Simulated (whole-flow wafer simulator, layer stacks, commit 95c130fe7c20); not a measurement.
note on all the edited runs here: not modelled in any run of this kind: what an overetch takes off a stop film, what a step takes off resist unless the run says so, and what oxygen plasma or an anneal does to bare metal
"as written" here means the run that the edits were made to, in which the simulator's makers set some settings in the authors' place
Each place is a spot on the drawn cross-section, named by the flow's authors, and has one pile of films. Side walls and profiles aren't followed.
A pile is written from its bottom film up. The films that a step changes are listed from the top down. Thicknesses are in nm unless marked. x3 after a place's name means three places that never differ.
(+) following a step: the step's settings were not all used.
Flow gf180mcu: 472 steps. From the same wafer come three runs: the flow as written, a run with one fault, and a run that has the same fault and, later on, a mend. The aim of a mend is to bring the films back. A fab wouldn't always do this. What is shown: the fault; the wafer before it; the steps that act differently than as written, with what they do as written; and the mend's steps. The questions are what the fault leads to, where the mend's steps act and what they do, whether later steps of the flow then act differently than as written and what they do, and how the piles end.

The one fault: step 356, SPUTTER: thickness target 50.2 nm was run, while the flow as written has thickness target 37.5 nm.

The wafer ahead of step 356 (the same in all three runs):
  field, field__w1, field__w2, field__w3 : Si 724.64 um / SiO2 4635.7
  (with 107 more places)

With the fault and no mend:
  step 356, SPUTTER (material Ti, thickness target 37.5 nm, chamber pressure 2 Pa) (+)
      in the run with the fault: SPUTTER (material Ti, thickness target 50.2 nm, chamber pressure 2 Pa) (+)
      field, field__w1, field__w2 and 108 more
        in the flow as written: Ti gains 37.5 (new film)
        in the run with the fault: Ti gains 50.2 (new film)
  Steps later in the flow that act otherwise than as written:
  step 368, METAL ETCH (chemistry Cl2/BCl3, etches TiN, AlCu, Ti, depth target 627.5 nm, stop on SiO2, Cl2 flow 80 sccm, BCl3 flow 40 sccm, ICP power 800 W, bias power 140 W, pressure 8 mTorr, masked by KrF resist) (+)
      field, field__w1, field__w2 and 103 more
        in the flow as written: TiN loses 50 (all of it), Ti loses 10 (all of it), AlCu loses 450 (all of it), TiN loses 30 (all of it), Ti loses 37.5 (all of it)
        in the run with the fault: TiN loses 50 (all of it), Ti loses 10 (all of it), AlCu loses 450 (all of it), TiN loses 30 (all of it), Ti loses 50.2 (all of it)
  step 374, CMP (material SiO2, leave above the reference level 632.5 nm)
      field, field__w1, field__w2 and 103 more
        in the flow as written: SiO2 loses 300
        in the run with the fault: SiO2 loses 287.3
  The piles end different from the flow's at field__w8, contact, m1, m1__w1, m1_nw by more than 2% or 0.5 nm, whichever is larger.
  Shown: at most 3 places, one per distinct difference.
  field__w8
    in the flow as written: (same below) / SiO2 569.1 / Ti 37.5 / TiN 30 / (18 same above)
    in the run with the fault: (same below) / SiO2 569.1 / Ti 50.2 / TiN 30 / (18 same above)
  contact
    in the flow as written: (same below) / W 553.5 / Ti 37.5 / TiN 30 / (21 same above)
    in the run with the fault: (same below) / W 553.5 / Ti 50.2 / TiN 30 / (21 same above)

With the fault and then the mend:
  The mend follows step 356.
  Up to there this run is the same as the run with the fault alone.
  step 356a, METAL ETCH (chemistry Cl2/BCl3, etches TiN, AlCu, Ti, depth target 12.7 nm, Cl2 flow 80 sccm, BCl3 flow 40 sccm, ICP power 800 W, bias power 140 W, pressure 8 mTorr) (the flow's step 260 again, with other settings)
      field, field__w1, field__w2 and 108 more
        Ti loses 12.7
  Every later step of the flow that is run acts as written at every place that is followed.
  The piles end the same as the flow's at every place that both follow.
